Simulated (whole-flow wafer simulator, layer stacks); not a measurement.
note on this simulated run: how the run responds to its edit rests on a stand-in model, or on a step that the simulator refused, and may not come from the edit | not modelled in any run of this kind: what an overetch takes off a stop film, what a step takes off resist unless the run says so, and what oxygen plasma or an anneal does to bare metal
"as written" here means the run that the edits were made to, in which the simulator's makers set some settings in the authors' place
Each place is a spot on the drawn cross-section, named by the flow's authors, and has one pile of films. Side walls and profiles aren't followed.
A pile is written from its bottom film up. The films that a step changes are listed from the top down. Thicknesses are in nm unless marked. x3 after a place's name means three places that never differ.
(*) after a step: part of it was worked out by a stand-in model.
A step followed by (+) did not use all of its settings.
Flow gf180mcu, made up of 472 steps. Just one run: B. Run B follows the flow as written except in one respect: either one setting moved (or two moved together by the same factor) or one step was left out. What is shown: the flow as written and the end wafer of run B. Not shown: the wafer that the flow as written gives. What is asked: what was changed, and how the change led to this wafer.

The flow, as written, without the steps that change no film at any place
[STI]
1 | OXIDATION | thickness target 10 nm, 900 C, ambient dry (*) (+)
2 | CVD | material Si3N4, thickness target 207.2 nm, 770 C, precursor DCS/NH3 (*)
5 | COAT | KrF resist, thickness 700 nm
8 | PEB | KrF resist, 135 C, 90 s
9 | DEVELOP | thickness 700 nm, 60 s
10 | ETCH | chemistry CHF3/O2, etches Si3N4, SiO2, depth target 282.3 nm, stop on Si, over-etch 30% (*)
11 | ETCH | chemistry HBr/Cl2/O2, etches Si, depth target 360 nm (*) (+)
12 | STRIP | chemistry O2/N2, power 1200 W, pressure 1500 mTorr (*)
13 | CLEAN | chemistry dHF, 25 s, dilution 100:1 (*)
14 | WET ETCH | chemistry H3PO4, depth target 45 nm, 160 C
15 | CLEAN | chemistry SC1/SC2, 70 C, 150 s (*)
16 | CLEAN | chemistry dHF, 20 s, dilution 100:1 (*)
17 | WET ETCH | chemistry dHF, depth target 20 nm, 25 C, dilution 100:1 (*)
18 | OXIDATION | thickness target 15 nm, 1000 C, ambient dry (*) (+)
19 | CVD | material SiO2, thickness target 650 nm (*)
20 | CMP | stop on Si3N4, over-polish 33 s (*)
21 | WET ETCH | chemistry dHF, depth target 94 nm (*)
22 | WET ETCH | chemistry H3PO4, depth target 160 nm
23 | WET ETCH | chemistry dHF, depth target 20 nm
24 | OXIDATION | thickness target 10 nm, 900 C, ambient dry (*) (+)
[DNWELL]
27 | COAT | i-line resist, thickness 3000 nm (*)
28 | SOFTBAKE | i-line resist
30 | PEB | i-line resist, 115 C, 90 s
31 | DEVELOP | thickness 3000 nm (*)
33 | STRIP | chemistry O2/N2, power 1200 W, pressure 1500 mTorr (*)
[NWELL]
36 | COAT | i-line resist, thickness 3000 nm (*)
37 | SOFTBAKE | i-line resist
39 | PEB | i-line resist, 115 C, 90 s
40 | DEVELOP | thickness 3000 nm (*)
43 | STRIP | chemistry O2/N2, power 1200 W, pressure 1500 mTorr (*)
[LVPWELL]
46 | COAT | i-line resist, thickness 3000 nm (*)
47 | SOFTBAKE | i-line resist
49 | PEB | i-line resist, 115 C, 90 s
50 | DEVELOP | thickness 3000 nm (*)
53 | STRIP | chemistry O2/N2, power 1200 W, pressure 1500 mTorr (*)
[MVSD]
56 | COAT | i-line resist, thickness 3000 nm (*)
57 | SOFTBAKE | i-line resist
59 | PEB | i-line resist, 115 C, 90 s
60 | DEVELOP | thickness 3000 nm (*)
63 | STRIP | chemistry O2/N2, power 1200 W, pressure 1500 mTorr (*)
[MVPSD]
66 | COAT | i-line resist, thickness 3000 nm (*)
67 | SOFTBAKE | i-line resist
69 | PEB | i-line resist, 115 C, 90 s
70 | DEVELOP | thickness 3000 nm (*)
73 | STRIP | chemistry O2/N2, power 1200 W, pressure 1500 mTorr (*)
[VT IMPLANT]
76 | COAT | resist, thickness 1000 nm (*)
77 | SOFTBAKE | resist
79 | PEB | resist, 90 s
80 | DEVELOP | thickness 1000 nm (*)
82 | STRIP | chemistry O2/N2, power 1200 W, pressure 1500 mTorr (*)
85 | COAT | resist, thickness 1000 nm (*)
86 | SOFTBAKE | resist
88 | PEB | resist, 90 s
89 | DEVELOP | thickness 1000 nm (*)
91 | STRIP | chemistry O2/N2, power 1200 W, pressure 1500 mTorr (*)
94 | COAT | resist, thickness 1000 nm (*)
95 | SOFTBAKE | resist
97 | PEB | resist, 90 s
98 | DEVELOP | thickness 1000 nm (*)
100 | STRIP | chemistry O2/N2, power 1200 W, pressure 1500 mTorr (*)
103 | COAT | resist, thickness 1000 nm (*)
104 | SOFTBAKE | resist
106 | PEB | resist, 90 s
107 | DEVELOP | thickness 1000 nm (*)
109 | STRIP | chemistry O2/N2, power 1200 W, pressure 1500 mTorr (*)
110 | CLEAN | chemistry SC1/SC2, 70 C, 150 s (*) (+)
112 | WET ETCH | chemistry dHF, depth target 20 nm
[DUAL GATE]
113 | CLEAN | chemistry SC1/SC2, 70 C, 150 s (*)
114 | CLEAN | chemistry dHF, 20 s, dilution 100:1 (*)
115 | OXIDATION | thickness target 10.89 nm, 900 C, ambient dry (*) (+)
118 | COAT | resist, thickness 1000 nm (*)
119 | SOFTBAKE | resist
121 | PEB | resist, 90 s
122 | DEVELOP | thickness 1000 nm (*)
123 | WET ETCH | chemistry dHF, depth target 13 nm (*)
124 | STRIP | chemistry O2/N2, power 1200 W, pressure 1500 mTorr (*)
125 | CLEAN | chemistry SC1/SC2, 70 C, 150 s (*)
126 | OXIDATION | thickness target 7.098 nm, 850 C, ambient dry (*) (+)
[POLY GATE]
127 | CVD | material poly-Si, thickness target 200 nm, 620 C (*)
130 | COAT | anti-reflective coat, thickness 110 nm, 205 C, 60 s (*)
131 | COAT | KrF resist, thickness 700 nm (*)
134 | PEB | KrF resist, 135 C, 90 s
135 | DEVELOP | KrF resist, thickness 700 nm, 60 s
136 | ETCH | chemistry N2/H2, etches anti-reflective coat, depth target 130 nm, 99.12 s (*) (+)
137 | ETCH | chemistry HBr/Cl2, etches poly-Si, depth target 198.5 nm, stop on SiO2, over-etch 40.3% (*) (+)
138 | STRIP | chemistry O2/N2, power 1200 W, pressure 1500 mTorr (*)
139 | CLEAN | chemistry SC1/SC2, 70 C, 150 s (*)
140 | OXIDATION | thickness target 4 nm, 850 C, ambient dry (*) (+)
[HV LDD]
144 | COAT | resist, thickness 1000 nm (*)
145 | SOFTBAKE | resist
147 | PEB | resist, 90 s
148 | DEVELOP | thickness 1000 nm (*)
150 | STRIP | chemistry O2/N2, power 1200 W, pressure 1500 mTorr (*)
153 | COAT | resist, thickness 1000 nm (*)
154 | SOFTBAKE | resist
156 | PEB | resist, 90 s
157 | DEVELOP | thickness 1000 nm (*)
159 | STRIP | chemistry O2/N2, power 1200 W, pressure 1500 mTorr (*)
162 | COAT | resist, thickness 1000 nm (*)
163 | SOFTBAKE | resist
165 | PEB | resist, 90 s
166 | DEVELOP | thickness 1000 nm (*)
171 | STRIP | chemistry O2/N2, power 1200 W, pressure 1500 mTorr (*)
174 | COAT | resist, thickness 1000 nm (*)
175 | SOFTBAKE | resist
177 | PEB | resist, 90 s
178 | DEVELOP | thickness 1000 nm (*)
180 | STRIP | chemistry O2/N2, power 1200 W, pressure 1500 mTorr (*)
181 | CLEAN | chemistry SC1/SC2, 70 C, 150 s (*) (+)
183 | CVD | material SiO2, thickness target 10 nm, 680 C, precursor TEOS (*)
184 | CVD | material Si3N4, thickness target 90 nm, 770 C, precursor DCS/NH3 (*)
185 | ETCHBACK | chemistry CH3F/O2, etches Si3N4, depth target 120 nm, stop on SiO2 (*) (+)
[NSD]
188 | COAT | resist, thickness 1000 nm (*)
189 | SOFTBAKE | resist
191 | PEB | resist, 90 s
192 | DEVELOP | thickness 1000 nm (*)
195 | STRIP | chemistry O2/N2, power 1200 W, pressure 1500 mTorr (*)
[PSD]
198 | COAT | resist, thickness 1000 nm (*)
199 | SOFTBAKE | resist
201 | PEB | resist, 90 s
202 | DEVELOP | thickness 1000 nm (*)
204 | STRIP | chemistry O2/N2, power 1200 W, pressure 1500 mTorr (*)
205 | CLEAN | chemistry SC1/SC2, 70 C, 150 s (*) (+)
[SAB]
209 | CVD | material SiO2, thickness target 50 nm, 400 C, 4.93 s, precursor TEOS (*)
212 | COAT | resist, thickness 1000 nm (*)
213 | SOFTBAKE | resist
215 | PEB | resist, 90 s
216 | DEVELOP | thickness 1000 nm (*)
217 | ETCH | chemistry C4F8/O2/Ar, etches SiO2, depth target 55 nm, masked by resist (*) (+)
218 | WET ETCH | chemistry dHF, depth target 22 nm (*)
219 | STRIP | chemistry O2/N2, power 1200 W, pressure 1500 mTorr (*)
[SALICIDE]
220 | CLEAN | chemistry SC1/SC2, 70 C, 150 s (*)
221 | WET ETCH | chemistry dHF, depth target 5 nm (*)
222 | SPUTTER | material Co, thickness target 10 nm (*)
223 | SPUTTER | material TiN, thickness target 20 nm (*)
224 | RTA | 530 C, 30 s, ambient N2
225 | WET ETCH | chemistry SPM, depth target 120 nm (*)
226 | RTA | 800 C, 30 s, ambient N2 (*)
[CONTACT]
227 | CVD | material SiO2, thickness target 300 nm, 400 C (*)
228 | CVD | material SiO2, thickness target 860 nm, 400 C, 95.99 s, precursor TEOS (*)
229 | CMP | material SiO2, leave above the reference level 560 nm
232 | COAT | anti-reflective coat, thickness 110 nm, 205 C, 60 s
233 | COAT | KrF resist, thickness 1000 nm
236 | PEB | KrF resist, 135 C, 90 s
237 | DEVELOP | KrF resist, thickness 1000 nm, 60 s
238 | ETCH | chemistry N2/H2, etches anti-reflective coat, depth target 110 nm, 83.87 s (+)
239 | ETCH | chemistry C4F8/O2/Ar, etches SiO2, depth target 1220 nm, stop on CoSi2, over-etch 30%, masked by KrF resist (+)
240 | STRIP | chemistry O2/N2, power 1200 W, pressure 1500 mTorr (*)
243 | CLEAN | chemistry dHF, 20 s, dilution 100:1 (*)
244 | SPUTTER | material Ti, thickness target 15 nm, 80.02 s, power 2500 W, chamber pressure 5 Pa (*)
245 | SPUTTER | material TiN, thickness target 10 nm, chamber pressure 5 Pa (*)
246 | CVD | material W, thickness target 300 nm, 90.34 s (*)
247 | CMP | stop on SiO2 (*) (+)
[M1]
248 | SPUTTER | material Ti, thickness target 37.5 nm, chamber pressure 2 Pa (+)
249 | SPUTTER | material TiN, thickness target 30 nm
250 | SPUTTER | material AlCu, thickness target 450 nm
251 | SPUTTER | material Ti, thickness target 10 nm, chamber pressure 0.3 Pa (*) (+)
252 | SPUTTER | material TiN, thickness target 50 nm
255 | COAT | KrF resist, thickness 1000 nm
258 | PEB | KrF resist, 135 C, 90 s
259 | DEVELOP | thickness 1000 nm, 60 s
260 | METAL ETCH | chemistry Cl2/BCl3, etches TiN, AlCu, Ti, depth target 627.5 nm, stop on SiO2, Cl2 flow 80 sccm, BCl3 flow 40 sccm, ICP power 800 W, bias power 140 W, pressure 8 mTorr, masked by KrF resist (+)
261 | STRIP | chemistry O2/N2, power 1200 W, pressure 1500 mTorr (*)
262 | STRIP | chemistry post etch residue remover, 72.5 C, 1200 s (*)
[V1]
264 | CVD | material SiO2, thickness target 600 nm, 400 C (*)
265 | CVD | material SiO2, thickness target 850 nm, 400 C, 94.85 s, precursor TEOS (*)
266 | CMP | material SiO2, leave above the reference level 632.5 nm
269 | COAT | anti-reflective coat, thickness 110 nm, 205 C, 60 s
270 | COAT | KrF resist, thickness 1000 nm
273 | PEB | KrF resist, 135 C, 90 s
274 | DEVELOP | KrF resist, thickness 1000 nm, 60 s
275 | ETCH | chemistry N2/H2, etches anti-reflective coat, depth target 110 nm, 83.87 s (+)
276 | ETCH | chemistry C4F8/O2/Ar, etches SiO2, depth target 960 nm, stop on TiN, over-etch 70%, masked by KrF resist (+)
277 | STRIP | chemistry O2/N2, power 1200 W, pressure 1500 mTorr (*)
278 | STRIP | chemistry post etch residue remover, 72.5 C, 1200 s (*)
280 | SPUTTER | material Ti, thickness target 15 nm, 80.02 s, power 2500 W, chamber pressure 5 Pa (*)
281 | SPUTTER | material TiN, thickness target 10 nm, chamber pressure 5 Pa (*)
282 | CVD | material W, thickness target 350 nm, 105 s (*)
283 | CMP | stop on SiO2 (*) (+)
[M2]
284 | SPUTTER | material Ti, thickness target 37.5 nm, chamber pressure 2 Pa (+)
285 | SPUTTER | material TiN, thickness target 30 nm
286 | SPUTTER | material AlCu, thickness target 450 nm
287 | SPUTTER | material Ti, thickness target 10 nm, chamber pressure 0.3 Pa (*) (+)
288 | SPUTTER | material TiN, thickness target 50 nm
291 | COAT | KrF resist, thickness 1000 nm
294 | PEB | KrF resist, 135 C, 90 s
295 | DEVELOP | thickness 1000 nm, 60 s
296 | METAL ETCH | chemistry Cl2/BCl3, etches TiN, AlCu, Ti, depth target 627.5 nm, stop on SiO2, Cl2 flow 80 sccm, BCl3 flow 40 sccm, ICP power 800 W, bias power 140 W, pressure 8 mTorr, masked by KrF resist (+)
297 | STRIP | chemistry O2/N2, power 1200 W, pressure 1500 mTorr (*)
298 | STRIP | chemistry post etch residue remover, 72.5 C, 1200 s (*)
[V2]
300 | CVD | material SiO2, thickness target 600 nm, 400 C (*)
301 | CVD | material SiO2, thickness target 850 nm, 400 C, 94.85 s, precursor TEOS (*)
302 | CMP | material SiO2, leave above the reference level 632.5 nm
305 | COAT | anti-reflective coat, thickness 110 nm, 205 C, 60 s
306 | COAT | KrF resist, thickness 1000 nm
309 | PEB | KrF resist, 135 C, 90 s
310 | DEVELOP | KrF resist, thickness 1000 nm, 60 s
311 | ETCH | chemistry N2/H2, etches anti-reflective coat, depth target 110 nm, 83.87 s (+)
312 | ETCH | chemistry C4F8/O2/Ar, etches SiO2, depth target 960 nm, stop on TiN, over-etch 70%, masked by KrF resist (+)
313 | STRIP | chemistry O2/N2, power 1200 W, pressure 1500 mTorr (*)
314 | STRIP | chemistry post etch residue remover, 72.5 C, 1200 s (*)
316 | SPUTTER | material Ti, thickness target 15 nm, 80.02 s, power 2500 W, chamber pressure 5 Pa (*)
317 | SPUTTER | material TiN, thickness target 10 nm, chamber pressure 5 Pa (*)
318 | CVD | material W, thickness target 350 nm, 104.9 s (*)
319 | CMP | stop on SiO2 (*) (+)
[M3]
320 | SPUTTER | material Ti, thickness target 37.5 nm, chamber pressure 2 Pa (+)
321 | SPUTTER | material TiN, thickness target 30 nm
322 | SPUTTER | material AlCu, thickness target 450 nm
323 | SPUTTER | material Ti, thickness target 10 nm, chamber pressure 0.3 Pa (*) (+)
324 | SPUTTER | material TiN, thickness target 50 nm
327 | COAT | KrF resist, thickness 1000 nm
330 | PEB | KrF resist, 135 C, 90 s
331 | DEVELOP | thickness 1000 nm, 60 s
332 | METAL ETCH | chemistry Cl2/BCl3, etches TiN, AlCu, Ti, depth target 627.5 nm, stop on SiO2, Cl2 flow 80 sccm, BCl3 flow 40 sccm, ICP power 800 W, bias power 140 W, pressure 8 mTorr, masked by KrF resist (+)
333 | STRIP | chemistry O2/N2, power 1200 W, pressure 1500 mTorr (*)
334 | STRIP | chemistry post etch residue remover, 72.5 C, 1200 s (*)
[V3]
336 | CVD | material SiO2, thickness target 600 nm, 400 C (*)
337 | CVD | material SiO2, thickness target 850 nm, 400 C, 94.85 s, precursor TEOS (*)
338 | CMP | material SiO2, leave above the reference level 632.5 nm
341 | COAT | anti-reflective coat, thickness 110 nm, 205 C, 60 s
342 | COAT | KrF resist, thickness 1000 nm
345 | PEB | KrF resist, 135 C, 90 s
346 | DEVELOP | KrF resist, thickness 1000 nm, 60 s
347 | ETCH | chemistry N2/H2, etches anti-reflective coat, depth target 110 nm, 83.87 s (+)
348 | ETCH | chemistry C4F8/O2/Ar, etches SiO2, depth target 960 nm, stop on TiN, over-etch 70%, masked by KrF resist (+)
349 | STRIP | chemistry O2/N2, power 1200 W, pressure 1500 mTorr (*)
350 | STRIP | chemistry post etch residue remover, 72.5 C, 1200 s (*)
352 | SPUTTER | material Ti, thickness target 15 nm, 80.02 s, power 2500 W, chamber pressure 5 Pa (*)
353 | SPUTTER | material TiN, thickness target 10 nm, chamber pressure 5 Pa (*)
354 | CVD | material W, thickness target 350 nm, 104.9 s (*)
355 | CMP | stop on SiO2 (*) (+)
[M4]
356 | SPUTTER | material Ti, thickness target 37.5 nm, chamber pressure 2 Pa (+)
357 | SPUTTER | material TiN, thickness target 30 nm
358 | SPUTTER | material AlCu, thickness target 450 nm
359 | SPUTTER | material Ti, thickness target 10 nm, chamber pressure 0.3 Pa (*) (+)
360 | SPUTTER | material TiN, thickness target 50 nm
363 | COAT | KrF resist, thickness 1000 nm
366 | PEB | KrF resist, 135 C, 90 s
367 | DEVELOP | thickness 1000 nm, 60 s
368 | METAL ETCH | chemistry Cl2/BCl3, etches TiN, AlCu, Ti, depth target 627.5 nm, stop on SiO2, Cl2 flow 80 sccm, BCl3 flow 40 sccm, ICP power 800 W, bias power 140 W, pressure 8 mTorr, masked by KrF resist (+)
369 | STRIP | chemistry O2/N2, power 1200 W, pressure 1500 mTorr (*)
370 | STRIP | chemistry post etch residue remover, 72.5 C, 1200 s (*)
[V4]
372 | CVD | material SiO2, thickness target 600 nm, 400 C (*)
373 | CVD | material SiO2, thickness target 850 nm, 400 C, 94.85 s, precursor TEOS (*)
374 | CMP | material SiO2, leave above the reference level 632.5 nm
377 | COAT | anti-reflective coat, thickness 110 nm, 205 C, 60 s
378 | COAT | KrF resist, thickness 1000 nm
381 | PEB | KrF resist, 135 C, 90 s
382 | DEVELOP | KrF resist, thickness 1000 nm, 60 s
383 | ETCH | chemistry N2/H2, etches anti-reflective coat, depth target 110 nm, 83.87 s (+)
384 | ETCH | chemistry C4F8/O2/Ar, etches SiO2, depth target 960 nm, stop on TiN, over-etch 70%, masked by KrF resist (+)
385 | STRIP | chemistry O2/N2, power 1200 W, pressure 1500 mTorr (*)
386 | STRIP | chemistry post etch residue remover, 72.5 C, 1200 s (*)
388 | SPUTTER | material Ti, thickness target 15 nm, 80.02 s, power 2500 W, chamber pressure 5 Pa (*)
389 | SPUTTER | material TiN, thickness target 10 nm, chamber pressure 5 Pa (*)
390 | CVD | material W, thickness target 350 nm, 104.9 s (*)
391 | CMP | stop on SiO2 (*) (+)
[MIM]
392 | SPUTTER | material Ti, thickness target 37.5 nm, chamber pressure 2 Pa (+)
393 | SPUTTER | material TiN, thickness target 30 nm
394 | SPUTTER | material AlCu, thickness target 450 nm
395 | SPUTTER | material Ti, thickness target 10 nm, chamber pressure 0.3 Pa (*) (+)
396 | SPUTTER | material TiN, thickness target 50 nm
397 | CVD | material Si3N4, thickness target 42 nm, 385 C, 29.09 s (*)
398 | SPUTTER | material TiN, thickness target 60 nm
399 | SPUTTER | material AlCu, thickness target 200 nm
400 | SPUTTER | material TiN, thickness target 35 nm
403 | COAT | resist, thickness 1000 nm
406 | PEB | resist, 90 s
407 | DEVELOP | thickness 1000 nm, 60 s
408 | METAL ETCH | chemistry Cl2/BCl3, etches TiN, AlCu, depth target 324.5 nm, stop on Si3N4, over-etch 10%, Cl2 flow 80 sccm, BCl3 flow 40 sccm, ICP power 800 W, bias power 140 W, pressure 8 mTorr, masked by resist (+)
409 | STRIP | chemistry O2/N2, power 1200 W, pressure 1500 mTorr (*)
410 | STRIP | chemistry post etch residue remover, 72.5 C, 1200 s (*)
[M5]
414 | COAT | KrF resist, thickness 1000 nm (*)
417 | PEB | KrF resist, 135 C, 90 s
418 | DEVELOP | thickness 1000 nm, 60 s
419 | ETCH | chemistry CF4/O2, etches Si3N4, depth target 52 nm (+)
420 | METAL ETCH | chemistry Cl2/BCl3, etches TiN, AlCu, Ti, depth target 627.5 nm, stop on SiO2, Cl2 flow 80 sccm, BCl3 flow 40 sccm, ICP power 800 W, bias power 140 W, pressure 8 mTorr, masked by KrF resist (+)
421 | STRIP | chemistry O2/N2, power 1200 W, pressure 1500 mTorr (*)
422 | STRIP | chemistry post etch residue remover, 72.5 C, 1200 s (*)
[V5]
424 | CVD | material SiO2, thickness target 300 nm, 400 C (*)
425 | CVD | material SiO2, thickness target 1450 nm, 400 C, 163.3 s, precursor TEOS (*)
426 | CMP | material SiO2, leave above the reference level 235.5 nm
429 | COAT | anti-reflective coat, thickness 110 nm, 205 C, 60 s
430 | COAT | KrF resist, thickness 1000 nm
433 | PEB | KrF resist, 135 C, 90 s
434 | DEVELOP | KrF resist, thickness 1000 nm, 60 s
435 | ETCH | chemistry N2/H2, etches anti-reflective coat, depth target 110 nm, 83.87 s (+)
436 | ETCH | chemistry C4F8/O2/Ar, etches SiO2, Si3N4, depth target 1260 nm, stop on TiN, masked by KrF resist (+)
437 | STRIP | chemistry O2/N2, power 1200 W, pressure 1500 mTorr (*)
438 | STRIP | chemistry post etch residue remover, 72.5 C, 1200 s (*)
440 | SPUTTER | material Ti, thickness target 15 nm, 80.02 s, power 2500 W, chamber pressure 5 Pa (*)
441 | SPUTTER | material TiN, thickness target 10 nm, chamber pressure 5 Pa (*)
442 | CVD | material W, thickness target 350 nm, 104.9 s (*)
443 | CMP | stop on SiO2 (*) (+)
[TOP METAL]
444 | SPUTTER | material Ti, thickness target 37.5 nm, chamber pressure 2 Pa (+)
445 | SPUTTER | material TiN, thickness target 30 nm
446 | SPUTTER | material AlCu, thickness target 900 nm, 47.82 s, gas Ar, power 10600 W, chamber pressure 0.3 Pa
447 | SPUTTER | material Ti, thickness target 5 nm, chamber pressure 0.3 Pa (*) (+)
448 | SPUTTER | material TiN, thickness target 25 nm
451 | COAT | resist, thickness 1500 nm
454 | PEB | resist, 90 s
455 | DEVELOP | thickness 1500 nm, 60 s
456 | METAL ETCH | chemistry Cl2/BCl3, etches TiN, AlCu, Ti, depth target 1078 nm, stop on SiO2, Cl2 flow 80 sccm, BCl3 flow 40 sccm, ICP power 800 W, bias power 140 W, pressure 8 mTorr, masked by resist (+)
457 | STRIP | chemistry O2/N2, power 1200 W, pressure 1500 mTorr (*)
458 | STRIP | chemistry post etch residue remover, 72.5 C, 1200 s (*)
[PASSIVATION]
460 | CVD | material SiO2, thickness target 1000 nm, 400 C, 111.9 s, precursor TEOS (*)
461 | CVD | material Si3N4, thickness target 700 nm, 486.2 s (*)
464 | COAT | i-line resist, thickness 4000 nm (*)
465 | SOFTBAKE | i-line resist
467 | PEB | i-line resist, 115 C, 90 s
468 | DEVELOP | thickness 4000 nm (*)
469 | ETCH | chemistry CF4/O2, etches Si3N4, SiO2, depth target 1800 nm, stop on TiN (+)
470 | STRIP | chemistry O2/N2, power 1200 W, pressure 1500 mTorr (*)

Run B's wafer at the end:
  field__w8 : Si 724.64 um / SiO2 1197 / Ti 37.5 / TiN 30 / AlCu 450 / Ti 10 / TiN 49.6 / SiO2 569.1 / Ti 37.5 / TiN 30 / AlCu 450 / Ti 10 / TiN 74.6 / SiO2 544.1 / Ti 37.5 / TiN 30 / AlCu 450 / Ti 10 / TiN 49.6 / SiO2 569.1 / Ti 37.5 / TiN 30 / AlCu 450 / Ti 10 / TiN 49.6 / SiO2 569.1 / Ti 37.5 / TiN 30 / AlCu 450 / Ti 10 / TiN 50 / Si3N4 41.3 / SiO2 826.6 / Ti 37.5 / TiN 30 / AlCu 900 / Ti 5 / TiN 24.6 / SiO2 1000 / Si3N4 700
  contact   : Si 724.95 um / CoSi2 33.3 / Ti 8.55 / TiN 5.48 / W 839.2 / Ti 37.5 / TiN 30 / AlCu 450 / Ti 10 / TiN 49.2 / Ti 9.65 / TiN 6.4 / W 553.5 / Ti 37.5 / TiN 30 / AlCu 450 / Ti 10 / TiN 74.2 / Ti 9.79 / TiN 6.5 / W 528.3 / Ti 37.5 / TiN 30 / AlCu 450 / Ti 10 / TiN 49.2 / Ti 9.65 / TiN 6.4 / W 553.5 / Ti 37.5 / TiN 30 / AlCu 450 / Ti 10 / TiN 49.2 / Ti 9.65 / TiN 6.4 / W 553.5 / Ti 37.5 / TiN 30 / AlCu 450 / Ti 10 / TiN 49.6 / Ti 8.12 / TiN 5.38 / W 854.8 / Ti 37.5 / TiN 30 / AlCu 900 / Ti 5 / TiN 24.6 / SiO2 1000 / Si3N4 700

The reason: step 288, SPUTTER: thickness target 75 nm was run, while the flow as written has thickness target 50 nm.

Step by step, how the change led to this:
  288 | SPUTTER | material TiN, thickness target 50 nm
      field, field__w1, field__w2 and 108 more: TiN gains 75 (new film) (in the flow as written it would be: TiN gains 50 (new film))
  296 | METAL ETCH | chemistry Cl2/BCl3, etches TiN, AlCu, Ti, depth target 627.5 nm, stop on SiO2, Cl2 flow 80 sccm, BCl3 flow 40 sccm, ICP power 800 W, bias power 140 W, pressure 8 mTorr, masked by KrF resist (+)
      field, field__w1, field__w2 and 103 more: TiN loses 75 (all of it), Ti loses 10 (all of it), AlCu loses 450 (all of it), TiN loses 30 (all of it), Ti loses 37.5 (all of it) (in the flow as written it would be: TiN loses 50 (all of it), Ti loses 10 (all of it), AlCu loses 450 (all of it), TiN loses 30 (all of it), Ti loses 37.5 (all of it))
  302 | CMP | material SiO2, leave above the reference level 632.5 nm
      field__w8, contact, m1, m1__w1, m1_nw: SiO2 loses 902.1 (in the flow as written it would be: SiO2 loses 877.1)
  312 | ETCH | chemistry C4F8/O2/Ar, etches SiO2, depth target 960 nm, stop on TiN, over-etch 70%, masked by KrF resist (+)
      field, field__w1, field__w2 and 107 more: KrF resist loses 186 (in the flow as written it would be: KrF resist loses 192)
      contact: SiO2 loses 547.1 (all of it) (in the flow as written it would be: SiO2 loses 572.1 (all of it))
  318 | CVD | material W, thickness target 350 nm, 104.9 s (*)
      contact: W gains 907 (new film) (in the flow as written it would be: W gains 932.3 (new film))
